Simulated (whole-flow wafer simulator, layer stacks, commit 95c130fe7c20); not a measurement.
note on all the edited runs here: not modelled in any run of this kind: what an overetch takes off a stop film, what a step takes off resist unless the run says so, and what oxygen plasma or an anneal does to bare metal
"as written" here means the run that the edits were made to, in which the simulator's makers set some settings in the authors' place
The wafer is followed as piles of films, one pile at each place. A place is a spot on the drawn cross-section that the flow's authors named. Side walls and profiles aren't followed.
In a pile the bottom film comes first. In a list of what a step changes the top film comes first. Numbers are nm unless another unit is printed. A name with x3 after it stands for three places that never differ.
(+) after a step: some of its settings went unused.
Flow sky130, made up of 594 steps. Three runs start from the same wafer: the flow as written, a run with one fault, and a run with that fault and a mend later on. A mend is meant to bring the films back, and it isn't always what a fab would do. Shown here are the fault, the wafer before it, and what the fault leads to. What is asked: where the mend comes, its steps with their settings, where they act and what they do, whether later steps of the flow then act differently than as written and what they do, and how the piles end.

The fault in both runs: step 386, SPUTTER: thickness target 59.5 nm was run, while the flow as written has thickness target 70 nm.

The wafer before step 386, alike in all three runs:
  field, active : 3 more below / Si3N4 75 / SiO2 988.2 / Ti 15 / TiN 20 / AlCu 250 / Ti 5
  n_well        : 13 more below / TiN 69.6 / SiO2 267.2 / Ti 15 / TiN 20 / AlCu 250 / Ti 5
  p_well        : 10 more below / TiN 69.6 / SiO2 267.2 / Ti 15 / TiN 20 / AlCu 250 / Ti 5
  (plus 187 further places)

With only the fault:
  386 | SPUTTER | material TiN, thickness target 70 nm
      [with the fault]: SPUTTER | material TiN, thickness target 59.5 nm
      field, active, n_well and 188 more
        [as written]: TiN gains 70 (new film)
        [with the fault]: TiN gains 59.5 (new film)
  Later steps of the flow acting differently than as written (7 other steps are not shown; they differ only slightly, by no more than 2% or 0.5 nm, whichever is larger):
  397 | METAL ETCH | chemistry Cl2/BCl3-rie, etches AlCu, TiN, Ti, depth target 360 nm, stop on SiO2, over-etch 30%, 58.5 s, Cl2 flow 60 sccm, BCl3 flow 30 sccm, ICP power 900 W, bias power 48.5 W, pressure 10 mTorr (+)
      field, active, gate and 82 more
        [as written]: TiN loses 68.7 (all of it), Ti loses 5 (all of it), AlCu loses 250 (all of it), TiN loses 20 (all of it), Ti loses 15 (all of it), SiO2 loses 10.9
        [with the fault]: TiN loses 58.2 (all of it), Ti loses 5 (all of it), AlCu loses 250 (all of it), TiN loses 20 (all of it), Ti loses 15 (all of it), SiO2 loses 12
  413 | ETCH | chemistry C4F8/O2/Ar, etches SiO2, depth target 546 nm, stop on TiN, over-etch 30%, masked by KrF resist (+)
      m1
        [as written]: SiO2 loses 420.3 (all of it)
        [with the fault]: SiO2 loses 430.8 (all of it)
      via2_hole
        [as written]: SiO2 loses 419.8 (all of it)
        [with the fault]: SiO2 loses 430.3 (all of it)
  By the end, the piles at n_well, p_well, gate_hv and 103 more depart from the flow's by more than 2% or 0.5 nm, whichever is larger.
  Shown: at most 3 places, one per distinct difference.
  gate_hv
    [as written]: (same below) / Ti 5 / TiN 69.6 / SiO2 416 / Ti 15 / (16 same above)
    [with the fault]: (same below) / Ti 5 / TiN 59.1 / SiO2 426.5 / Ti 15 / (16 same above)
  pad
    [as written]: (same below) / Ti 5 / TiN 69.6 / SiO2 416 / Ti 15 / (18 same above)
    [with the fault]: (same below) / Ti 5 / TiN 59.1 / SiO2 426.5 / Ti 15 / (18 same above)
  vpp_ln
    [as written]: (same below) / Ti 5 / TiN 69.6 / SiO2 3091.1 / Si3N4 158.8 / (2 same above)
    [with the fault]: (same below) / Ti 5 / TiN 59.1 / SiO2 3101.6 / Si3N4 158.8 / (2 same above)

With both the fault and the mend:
  The mend stands after step 386.
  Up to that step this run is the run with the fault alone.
  386a | SPUTTER | material TiN, thickness target 10.5 nm (a further turn of the flow's step 386, with different settings)
      field, active, n_well and 188 more
        TiN gains 10.5
  Every later step of the flow that is run acts as written at every place that is followed.
  By the end, the piles equal the flow's at every place that both follow.
